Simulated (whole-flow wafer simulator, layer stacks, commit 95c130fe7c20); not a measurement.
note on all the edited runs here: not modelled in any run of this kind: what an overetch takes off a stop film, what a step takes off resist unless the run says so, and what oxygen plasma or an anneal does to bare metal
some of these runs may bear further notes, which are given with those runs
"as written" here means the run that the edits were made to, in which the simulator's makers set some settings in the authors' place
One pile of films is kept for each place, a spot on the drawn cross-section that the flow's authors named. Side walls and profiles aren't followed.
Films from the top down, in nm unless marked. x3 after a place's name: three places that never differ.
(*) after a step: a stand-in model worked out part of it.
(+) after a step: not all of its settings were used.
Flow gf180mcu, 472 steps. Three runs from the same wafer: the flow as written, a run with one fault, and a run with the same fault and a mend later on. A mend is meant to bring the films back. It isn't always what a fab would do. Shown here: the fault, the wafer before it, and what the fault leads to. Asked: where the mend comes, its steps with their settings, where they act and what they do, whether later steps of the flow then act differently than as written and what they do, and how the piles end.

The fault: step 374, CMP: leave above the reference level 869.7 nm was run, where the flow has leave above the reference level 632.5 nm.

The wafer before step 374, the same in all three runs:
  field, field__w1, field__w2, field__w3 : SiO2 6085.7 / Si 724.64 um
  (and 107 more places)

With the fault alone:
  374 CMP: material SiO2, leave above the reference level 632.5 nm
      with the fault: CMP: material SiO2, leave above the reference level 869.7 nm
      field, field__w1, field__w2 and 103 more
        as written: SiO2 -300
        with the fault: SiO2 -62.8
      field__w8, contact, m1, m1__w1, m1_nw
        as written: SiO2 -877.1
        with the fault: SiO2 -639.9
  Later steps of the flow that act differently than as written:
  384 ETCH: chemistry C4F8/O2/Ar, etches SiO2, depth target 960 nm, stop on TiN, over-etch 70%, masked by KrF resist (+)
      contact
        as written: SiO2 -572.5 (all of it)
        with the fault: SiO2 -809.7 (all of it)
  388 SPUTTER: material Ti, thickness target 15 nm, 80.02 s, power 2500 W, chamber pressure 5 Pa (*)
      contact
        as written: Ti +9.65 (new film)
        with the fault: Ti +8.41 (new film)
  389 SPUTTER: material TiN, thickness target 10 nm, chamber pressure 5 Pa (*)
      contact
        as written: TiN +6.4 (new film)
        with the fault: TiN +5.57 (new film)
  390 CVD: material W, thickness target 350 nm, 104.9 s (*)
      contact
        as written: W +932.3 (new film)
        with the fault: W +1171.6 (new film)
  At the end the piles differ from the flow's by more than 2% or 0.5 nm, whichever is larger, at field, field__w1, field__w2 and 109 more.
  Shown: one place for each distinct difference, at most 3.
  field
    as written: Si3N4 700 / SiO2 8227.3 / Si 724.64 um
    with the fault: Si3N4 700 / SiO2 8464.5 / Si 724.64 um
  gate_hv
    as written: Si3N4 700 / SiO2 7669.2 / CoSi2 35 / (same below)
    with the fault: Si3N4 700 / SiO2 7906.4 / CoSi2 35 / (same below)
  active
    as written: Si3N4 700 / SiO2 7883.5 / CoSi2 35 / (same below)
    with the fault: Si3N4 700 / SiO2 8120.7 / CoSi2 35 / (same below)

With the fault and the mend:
  The mend comes after step 382.
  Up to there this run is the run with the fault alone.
  382a STRIP: chemistry O2/N2, power 2160 W, pressure 1700 mTorr (*)
      field, field__w1, field__w2 and 107 more
        KrF resist -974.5 (all of it), anti-reflective coat -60 (all of it)
      contact
        anti-reflective coat -60 (all of it)
  382b CMP: material SiO2, leave above the reference level 632.5 nm (the flow's step 374 once more)
      field, field__w1, field__w2 and 108 more
        SiO2 -237.2
  382c HMDS: 120 C, 60 s (the flow's step 376 once more)
      changes no film at any place that is followed
  382d COAT: anti-reflective coat, thickness 60 nm, 182 C, 71 s (the flow's step 377 once more)
      field, field__w1, field__w2 and 108 more
        anti-reflective coat +60 (new film)
  382e COAT: KrF resist, thickness 1000 nm (the flow's step 378 once more)
      field, field__w1, field__w2 and 108 more
        KrF resist +1000 (new film)
  382f SOFTBAKE: KrF resist (the flow's step 379 once more)
      changes no film at any place that is followed
  382g EXPOSE: photomask Via4 (the flow's step 380 once more)
      changes no film at any place that is followed
  382h PEB: KrF resist, 135 C, 90 s (the flow's step 381 once more)
      field, field__w1, field__w2 and 108 more
        KrF resist -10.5
  382i DEVELOP: KrF resist, thickness 1000 nm, 60 s (the flow's step 382 once more)
      field, field__w1, field__w2 and 107 more
        KrF resist -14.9
      contact
        KrF resist -989.5 (all of it)
  No later step of the flow acts differently than as written at any place that is followed.
  At the end the piles are the same as the flow's at every place that both follow.
